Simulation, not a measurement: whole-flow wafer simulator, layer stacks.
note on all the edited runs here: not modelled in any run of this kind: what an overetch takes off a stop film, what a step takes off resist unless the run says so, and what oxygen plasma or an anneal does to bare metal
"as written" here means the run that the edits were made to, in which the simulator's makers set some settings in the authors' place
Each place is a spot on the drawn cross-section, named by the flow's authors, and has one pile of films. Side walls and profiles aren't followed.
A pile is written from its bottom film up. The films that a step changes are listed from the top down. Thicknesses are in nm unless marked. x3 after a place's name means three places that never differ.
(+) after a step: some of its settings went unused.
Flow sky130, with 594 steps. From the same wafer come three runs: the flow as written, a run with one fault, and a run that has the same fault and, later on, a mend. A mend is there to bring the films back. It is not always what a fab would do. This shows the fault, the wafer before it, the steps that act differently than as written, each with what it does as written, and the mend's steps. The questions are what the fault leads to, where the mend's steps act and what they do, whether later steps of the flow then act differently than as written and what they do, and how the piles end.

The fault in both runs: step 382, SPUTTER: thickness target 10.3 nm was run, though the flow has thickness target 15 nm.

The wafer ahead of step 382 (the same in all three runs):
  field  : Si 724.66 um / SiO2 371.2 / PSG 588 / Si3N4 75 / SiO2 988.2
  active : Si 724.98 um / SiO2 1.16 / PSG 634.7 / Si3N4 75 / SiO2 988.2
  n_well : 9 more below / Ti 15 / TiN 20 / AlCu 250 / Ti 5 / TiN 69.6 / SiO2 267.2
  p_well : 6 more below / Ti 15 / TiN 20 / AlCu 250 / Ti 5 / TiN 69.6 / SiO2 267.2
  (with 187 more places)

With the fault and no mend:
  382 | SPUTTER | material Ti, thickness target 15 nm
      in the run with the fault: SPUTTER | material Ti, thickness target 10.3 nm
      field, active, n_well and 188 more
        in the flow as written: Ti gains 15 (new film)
        in the run with the fault: Ti gains 10.3 (new film)
  Later steps of the flow acting differently than as written (not shown: 16 more steps that differ only slightly, by at most 2% or 0.5 nm, whichever is larger):
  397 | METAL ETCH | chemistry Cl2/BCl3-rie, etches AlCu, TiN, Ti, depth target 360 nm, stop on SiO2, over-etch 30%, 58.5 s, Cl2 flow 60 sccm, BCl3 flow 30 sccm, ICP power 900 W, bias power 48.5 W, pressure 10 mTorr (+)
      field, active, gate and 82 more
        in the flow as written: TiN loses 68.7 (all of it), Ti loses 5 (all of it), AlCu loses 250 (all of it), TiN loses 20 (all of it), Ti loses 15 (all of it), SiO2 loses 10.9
        in the run with the fault: TiN loses 68.7 (all of it), Ti loses 5 (all of it), AlCu loses 250 (all of it), TiN loses 20 (all of it), Ti loses 10.3 (all of it), SiO2 loses 11.4
  By the end, the piles at n_well, p_well, gate_hv and 103 more depart from the flow's by more than 2% or 0.5 nm, whichever is larger.
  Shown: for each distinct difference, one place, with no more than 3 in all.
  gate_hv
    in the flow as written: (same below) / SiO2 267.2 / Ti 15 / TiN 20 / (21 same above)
    in the run with the fault: (same below) / SiO2 267.2 / Ti 10.3 / TiN 20 / (21 same above)
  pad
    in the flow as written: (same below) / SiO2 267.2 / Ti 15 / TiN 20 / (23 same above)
    in the run with the fault: (same below) / SiO2 267.2 / Ti 10.3 / TiN 20 / (23 same above)
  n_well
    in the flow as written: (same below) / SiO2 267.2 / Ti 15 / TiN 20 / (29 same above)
    in the run with the fault: (same below) / SiO2 267.2 / Ti 10.3 / TiN 20 / (29 same above)

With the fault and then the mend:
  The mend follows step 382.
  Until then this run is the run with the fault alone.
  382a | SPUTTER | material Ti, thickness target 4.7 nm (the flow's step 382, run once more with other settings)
      field, active, n_well and 188 more
        Ti gains 4.7
  None of the later steps of the flow acts differently than as written at any place that is followed.
  By the end, the piles equal the flow's at every place that both follow.
